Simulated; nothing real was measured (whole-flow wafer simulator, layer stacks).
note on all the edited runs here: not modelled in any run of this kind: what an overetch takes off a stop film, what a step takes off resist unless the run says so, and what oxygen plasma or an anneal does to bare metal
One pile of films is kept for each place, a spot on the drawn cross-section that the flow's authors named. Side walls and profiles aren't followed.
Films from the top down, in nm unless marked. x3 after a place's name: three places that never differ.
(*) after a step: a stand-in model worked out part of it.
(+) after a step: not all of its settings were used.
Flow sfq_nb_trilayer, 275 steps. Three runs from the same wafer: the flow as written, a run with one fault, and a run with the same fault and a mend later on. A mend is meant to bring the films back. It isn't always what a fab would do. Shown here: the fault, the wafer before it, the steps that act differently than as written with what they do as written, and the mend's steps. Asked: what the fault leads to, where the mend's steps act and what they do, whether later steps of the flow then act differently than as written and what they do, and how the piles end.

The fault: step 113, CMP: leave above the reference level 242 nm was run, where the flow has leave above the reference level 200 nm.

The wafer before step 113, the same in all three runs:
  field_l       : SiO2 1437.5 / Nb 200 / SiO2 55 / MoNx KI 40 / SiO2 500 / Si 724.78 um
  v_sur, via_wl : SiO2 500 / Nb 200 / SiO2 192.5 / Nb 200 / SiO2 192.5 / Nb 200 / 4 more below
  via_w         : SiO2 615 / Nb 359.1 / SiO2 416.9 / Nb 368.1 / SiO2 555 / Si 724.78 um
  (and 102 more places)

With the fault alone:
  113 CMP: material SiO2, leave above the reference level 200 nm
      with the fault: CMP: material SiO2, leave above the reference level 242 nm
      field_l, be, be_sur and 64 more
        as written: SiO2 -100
        with the fault: SiO2 -58
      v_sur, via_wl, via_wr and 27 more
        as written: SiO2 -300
        with the fault: SiO2 -258
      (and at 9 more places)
  Later steps of the flow that act differently than as written (3 more steps differ only slightly, by at most 2% or 0.5 nm, whichever is larger, and aren't shown):
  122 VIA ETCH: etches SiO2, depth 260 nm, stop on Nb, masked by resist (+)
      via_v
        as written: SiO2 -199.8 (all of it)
        with the fault: SiO2 -241.8 (all of it)
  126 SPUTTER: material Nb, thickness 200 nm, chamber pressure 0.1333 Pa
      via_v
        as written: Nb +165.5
        with the fault: Nb +156.6
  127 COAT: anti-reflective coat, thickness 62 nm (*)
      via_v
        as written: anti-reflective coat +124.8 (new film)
        with the fault: anti-reflective coat +133.8 (new film)
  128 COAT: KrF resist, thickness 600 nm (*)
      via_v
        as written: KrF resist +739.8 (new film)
        with the fault: KrF resist +774.7 (new film)
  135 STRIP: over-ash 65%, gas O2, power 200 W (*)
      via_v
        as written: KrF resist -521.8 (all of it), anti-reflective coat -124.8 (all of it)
        with the fault: KrF resist -556.7 (all of it), anti-reflective coat -133.8 (all of it)
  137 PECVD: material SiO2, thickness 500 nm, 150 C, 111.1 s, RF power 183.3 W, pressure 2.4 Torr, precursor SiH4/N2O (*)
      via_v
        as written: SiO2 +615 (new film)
        with the fault: SiO2 +666 (new film)
  At the end the piles differ from the flow's by more than 2% or 0.5 nm, whichever is larger, at v_sur, via_wl, via_w and 74 more.
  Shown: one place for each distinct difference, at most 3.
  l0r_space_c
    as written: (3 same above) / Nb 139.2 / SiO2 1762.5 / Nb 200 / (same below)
    with the fault: (3 same above) / Nb 139.2 / SiO2 1804.5 / Nb 200 / (same below)
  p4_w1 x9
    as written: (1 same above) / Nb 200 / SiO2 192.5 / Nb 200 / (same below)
    with the fault: (1 same above) / Nb 200 / SiO2 234.5 / Nb 200 / (same below)
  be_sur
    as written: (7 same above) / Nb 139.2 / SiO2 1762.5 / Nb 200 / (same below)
    with the fault: (7 same above) / Nb 139.2 / SiO2 1804.5 / Nb 200 / (same below)

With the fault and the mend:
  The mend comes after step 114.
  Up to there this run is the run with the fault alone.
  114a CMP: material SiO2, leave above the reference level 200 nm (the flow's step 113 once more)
      field_l, v_sur, via_wl and 103 more
        SiO2 -42
  No later step of the flow acts differently than as written at any place that is followed.
  At the end the piles are the same as the flow's at every place that both follow.
